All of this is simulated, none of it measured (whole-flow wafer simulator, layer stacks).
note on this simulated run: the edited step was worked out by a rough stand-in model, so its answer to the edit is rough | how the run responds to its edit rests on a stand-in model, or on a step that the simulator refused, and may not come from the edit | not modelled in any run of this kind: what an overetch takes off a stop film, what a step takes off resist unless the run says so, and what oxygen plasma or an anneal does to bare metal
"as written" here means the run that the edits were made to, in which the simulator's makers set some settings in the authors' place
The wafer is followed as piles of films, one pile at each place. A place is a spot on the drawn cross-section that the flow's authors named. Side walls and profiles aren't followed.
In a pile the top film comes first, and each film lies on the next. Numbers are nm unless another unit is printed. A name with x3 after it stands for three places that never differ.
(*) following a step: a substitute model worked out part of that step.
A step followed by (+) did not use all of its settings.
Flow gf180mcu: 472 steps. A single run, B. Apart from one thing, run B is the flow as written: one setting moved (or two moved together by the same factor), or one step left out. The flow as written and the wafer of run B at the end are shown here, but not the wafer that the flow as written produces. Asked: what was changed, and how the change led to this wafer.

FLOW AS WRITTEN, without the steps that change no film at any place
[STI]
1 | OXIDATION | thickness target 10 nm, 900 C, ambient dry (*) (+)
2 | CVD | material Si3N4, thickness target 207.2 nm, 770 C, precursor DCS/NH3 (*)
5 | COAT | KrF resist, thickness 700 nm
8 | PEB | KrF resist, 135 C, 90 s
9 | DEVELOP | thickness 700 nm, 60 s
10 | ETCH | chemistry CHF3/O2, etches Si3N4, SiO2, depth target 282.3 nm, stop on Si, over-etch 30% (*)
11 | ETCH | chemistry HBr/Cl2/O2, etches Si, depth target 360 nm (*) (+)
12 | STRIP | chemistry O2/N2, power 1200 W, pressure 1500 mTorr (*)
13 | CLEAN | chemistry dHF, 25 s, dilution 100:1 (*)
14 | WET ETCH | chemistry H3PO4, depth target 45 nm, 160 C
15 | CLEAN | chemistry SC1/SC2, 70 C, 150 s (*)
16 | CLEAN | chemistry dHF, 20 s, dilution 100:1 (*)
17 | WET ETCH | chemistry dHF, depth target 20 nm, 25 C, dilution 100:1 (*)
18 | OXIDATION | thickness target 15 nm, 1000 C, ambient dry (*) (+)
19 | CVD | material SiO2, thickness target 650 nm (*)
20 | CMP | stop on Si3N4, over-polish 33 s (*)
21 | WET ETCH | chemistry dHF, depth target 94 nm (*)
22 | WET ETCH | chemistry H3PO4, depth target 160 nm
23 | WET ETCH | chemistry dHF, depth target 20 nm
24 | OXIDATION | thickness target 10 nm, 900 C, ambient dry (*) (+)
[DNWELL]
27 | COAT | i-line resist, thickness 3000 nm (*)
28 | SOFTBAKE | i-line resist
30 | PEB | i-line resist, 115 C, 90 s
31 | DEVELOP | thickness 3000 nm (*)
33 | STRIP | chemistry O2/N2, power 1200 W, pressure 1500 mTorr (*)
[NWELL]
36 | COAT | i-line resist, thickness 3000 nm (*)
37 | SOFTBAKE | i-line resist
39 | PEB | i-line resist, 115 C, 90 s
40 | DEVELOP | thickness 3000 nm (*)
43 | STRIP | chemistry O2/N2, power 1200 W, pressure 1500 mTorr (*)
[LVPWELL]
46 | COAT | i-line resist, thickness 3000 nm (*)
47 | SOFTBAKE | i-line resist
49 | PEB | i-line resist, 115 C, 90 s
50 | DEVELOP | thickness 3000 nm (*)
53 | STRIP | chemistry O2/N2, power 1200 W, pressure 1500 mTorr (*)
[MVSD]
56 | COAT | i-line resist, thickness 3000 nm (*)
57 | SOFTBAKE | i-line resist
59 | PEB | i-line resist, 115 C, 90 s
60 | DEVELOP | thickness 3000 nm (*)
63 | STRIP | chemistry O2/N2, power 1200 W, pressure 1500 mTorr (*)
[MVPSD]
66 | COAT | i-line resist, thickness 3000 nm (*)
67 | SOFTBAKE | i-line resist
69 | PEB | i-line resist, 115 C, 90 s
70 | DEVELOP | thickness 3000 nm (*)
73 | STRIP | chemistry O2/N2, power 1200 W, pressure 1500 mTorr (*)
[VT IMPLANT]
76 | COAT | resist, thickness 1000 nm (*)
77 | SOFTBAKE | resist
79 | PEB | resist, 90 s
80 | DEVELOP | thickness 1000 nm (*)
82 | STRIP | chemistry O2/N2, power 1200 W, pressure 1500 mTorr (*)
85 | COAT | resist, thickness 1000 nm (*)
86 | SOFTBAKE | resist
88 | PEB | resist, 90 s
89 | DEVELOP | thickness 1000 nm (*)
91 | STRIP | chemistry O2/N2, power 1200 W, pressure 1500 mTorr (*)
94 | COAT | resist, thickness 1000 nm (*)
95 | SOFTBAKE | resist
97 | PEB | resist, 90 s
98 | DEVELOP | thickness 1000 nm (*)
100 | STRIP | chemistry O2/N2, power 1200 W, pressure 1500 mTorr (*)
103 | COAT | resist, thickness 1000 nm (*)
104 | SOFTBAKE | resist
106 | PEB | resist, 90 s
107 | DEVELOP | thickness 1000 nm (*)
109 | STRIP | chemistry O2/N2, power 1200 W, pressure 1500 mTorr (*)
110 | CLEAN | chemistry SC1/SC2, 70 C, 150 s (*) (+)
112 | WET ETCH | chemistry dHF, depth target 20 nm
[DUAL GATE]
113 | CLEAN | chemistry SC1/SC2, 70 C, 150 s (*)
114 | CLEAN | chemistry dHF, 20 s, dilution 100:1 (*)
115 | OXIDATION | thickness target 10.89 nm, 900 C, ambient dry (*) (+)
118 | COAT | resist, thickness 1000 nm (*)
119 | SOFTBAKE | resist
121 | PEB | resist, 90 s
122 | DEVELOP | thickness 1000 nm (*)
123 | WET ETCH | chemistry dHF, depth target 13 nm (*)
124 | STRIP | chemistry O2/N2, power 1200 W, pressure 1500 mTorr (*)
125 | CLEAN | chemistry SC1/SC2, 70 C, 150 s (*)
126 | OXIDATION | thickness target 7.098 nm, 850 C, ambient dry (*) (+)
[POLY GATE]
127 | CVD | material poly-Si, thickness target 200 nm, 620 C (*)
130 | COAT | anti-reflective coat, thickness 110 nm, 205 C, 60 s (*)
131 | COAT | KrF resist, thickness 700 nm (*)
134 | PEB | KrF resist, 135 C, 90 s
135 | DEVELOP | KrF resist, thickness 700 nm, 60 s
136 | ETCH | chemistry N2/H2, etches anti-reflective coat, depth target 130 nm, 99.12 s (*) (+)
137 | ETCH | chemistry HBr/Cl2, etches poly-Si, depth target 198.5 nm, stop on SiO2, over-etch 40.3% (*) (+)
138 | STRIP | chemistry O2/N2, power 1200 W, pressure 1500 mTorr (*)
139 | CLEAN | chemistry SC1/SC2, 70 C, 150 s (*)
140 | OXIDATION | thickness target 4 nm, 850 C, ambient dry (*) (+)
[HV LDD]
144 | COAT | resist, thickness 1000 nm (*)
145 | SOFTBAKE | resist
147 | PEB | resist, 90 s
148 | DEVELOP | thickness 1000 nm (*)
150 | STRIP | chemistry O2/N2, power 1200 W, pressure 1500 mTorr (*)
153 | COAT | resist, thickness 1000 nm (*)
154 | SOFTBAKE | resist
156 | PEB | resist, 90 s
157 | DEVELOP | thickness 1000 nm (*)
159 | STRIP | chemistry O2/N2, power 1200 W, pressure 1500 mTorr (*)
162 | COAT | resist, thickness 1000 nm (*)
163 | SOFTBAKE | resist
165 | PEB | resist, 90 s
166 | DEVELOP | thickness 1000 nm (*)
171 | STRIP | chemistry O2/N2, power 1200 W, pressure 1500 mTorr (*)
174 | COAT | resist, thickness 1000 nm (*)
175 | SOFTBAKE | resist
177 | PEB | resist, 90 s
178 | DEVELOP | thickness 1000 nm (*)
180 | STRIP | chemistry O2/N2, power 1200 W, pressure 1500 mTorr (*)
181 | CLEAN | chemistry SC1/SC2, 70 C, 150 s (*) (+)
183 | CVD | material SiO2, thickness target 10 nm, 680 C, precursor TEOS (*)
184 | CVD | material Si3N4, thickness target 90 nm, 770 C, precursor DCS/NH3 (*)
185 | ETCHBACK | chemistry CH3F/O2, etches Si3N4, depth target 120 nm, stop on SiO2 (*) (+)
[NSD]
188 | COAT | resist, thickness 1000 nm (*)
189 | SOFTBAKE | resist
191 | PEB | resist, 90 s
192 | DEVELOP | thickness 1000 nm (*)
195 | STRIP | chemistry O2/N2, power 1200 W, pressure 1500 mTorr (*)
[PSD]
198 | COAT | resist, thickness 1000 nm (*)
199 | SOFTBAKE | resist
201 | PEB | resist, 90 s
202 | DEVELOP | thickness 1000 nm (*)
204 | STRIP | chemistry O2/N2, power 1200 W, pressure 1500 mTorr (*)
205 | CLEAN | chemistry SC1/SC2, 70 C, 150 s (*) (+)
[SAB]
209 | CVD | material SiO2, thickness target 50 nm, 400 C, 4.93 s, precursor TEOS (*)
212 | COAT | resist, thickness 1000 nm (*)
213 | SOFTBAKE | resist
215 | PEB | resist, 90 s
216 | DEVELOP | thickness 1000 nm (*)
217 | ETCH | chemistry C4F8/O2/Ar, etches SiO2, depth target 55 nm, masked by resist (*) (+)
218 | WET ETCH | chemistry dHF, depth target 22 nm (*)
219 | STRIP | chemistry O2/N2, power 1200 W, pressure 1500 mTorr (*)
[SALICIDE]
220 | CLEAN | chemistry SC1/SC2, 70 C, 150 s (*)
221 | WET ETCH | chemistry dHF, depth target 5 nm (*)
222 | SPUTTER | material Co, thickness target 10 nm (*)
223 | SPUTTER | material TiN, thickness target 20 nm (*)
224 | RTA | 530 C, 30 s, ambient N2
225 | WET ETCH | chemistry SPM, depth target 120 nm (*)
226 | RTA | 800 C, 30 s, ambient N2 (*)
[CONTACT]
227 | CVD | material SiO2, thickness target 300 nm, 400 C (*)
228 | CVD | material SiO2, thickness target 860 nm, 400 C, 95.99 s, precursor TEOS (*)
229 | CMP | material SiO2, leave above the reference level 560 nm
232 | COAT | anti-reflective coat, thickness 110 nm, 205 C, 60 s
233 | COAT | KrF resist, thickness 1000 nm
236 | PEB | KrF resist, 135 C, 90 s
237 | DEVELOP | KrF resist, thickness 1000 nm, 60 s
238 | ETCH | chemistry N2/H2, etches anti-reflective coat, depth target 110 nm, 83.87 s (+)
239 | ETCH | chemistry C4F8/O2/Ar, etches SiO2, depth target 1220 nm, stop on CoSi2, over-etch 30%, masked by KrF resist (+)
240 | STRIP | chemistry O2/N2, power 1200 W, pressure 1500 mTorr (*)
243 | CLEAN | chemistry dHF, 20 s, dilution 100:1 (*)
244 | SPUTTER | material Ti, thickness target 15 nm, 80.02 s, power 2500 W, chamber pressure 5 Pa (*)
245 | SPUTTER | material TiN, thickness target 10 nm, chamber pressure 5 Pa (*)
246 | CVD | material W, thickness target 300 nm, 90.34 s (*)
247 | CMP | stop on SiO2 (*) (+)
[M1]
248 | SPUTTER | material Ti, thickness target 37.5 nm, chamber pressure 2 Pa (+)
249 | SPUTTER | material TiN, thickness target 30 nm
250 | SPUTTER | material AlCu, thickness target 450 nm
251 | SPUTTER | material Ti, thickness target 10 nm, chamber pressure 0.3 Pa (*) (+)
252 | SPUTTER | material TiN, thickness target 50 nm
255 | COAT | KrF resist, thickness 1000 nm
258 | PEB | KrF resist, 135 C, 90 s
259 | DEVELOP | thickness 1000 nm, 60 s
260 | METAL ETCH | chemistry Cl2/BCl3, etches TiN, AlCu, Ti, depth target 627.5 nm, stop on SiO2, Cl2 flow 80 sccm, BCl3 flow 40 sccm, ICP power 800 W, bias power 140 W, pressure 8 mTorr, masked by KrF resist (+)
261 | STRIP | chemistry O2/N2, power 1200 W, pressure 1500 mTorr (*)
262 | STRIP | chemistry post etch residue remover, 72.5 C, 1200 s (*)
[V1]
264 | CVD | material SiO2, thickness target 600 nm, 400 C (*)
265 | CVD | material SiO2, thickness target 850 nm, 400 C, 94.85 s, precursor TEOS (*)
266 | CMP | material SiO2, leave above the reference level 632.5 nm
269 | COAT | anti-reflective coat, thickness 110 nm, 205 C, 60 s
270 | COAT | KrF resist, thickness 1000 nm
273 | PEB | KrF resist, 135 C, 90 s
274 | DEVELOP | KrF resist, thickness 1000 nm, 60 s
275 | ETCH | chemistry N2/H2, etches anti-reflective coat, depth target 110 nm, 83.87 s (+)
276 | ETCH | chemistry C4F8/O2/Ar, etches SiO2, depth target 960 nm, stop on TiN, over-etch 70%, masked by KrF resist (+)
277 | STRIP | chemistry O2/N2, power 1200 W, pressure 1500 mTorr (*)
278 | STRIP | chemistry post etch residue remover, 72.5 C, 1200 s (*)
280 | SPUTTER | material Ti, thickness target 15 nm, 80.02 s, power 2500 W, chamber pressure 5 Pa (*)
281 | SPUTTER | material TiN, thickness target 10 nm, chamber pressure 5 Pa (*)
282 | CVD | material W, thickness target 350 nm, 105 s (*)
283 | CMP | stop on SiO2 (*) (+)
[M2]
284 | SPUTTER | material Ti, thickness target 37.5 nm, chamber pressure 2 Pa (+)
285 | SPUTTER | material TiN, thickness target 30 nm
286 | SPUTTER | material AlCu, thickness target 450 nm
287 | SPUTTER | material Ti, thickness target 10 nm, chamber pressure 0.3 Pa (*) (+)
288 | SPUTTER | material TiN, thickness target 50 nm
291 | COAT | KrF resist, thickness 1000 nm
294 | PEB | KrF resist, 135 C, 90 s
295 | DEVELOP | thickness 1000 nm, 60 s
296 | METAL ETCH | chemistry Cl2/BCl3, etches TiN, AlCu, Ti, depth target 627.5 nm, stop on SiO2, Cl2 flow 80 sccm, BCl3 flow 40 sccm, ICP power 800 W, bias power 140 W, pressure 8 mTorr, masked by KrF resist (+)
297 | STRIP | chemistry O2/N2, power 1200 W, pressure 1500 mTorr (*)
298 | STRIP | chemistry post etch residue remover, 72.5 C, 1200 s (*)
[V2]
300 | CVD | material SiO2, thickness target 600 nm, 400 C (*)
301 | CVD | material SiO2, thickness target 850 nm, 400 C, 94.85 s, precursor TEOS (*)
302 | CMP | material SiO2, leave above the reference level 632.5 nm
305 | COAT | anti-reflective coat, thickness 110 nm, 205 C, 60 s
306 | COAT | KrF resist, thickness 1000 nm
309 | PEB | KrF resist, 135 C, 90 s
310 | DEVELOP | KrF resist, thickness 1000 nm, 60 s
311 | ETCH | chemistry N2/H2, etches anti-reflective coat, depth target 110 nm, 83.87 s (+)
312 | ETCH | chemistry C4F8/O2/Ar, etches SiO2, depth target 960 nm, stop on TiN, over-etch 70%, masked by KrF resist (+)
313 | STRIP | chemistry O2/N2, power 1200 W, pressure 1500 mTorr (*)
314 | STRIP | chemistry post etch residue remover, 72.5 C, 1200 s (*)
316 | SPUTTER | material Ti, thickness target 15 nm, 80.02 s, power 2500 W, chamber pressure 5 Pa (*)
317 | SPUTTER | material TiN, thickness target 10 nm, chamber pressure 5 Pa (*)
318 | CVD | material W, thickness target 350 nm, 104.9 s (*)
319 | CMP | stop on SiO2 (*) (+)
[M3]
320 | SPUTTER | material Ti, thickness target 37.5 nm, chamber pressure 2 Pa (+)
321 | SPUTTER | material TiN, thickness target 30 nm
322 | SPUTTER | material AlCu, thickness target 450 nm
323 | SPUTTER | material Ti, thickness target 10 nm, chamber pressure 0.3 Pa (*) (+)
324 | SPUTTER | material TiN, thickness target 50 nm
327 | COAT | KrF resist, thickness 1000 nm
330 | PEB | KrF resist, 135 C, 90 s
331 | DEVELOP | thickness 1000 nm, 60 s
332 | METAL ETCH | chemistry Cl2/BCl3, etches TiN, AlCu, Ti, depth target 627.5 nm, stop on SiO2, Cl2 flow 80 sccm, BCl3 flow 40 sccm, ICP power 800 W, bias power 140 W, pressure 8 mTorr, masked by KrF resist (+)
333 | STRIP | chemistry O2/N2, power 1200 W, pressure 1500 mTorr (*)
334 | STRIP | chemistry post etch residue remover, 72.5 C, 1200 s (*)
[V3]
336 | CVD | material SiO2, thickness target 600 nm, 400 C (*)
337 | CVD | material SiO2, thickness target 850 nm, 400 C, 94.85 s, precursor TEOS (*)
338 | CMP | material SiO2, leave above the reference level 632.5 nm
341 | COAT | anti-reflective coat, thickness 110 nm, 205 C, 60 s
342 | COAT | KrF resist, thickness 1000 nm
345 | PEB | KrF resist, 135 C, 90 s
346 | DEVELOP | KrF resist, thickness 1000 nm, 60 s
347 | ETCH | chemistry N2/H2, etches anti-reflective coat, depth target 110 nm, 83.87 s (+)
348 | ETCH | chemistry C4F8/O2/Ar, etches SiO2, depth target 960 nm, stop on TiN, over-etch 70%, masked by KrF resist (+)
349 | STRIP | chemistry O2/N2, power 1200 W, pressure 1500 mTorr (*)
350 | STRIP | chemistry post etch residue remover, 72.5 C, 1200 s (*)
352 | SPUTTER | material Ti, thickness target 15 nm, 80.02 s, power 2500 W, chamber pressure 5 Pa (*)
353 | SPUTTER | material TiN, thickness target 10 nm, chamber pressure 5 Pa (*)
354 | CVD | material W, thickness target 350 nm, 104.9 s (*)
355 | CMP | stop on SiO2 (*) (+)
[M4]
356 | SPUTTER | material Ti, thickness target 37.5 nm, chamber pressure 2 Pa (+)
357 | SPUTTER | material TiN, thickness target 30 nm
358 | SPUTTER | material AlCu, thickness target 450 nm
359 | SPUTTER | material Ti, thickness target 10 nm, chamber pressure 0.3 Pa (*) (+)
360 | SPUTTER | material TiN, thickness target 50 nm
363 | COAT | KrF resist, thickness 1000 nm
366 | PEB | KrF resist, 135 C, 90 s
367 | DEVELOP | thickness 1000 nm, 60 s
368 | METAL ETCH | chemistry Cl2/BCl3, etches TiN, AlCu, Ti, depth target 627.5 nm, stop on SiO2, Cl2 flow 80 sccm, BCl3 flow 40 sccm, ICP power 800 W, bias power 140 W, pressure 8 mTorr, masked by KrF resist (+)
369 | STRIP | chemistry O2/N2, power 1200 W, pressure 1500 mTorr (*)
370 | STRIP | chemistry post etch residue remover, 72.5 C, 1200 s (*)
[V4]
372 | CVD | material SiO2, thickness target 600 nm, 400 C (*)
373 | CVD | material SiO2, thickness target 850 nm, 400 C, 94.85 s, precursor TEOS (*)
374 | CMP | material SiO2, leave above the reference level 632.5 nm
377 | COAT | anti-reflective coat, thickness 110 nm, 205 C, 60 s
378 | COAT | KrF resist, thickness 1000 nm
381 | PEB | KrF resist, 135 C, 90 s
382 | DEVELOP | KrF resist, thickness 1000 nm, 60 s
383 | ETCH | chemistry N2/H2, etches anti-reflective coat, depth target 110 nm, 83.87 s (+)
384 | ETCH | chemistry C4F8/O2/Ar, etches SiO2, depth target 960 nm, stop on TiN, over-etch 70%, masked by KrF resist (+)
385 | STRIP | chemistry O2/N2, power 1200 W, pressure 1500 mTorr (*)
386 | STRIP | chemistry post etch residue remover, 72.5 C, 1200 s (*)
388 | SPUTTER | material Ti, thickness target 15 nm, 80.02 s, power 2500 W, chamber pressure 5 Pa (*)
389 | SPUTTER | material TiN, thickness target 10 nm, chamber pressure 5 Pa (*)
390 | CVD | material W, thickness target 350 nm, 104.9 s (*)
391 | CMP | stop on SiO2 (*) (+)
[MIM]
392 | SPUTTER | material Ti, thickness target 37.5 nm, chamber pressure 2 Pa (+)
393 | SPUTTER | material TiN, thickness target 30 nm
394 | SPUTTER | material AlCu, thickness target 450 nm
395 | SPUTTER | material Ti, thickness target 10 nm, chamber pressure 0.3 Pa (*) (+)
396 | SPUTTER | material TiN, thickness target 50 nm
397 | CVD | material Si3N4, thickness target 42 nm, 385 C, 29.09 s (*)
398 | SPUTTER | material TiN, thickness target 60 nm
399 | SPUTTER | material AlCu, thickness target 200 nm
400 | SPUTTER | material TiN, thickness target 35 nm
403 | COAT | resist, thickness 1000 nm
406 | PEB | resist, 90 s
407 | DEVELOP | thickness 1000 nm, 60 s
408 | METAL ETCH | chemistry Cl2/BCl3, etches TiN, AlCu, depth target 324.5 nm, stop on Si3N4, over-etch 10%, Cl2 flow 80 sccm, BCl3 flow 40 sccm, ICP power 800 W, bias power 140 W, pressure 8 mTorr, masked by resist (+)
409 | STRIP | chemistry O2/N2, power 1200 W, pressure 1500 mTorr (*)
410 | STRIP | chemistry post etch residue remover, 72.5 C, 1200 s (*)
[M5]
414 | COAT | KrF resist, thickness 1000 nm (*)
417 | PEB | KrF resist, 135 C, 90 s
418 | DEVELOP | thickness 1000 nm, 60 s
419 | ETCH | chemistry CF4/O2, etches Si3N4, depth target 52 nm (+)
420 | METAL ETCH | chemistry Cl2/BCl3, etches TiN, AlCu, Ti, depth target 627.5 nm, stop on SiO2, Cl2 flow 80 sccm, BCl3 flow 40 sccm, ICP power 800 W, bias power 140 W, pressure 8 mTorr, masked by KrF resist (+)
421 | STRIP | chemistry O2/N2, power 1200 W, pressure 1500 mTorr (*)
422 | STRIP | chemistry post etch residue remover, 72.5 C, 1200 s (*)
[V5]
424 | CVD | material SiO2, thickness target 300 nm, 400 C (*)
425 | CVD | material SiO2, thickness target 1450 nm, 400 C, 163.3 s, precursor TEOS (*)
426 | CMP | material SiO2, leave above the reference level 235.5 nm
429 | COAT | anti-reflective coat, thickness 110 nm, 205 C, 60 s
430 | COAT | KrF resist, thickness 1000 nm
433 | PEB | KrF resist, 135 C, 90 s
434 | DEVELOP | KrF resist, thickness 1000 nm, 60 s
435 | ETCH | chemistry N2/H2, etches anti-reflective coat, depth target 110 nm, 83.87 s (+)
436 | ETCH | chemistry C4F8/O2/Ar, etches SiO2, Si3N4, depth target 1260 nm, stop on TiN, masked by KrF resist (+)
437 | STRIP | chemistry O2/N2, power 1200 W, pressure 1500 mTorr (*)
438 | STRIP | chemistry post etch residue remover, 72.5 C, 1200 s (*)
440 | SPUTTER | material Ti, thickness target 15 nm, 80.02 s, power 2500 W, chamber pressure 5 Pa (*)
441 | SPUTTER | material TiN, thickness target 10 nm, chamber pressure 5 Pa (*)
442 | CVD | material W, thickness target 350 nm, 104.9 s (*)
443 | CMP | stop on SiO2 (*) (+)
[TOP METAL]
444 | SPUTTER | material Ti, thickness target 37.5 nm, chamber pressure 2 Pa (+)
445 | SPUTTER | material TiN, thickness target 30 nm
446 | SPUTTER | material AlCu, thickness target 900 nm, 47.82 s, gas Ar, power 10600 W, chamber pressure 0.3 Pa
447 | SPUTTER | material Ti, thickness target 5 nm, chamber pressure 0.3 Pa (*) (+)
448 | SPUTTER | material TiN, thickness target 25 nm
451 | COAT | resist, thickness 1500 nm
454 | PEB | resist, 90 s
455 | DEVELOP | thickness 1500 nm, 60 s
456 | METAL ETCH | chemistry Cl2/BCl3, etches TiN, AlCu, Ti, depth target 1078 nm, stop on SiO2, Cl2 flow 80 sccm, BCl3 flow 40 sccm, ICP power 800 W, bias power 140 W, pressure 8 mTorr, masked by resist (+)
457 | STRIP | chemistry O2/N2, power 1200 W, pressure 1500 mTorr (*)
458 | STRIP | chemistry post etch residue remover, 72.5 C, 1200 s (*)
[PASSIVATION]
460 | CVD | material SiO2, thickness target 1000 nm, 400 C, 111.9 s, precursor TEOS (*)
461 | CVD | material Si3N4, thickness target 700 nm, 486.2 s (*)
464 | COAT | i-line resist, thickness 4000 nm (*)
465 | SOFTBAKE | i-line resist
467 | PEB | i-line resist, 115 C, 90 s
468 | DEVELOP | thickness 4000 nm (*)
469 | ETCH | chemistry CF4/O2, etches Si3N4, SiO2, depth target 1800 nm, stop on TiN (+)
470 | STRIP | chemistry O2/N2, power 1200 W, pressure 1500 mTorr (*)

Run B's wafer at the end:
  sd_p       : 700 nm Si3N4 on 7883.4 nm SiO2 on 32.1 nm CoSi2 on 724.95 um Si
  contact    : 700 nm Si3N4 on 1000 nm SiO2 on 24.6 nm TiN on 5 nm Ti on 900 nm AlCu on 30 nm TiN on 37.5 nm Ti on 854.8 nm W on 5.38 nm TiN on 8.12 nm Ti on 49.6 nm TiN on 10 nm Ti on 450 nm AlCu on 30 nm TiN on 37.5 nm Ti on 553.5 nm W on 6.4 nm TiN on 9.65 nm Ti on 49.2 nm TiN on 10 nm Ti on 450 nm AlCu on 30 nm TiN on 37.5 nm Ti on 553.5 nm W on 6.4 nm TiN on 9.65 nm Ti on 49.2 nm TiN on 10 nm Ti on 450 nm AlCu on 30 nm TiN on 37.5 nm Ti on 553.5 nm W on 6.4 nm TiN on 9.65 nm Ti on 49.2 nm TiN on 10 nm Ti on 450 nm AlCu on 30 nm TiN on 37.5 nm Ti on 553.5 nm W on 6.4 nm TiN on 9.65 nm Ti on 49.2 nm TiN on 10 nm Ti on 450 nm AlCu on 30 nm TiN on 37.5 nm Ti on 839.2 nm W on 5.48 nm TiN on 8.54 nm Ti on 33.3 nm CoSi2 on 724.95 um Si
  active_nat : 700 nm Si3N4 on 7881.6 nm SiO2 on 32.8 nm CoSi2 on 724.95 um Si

What caused this: step 185, ETCHBACK: depth target 186 nm was run, though the flow has depth target 120 nm.

Step by step, how the change led to this:
  185 | ETCHBACK | chemistry CH3F/O2, etches Si3N4, depth target 120 nm, stop on SiO2 (*) (+)
      field, field__w1, field__w2 and 100 more: Si3N4 loses 90 (all of it), SiO2 loses 8 (it would be, as written: Si3N4 loses 90 (all of it), SiO2 loses 2.5)
  189 | SOFTBAKE | resist
      field: nothing (it would be, as written: resist gains 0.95)
      nw_sep_fld: resist loses 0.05 (it would be, as written: resist gains 1.07)
  199 | SOFTBAKE | resist
      field: nothing (it would be, as written: resist gains 0.95)
      nw_sep_fld: resist loses 0.05 (it would be, as written: resist gains 1.07)
  217 | ETCH | chemistry C4F8/O2/Ar, etches SiO2, depth target 55 nm, masked by resist (*) (+)
      gate, gate_hv, gate_p and 23 more: SiO2 loses 55 (all of it) (it would be, as written: SiO2 loses 55)
  218 | WET ETCH | chemistry dHF, depth target 22 nm (*)
      gate, gate_hv, gate_p and 23 more: nothing (it would be, as written: SiO2 loses 5.48 (all of it))
      active, p_well, sd_n, iso_ptap_pw, iso_ntap_nw, iso_ptap_sub, vpnp_e: SiO2 loses 3.51 (all of it) (it would be, as written: SiO2 loses 9.01 (all of it))
      (as well as at 16 more places)
  222 | SPUTTER | material Co, thickness target 10 nm (*)
      field__w2: Co gains 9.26 (new film) (it would be, as written: Co gains 8.65 (new film))
      field__w3: Co gains 8.88 (new film) (it would be, as written: Co gains 8.06 (new film))
      (as well as at 4 more places)
  223 | SPUTTER | material TiN, thickness target 20 nm (*)
      field__w2: TiN gains 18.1 (new film) (it would be, as written: TiN gains 17 (new film))
      field__w3: TiN gains 17.3 (new film) (it would be, as written: TiN gains 15.7 (new film))
      (as well as at 6 more places)
  224 | RTA | 530 C, 30 s, ambient N2
      ld_sd_n: under 1 film: CoSi gains 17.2 (new film), Co loses 8.65 (all of it), Si loses 15.7 (it would be, as written: under 1 film: CoSi gains 16.1 (new film), Co loses 8.09 (all of it), Si loses 14.7)
      ld_drn_n: under 1 film: CoSi gains 18.7 (new film), Co loses 9.42 (all of it), Si loses 17.1 (it would be, as written: under 1 film: CoSi gains 17.9 (new film), Co loses 9.02 (all of it), Si loses 16.4)
      (as well as at 2 more places)
  225 | WET ETCH | chemistry SPM, depth target 120 nm (*)
      field__w2: TiN loses 18.1 (all of it), Co loses 9.26 (all of it) (it would be, as written: TiN loses 17 (all of it), Co loses 8.65 (all of it))
      field__w3: TiN loses 17.3 (all of it), Co loses 8.88 (all of it) (it would be, as written: TiN loses 15.7 (all of it), Co loses 8.06 (all of it))
      (as well as at 6 more places)
  226 | RTA | 800 C, 30 s, ambient N2 (*)
      active_nat: CoSi2 gains 32.8 (new film), CoSi loses 18.6 (all of it), Si loses 17 (it would be, as written: CoSi2 gains 31.8 (new film), CoSi loses 18.1 (all of it), Si loses 16.5)
      ld_sd_n: CoSi2 gains 30.2 (new film), CoSi loses 17.2 (all of it), Si loses 15.7 (it would be, as written: CoSi2 gains 28.3 (new film), CoSi loses 16.1 (all of it), Si loses 14.7)
      (as well as at 3 more places)
  229 | CMP | material SiO2, leave above the reference level 560 nm
      field_sub, field_sub__w2: SiO2 loses 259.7 (it would be, as written: SiO2 loses 265.7)
      field__w1: SiO2 loses 278 (it would be, as written: SiO2 loses 283.8)
      (as well as at 13 more places)
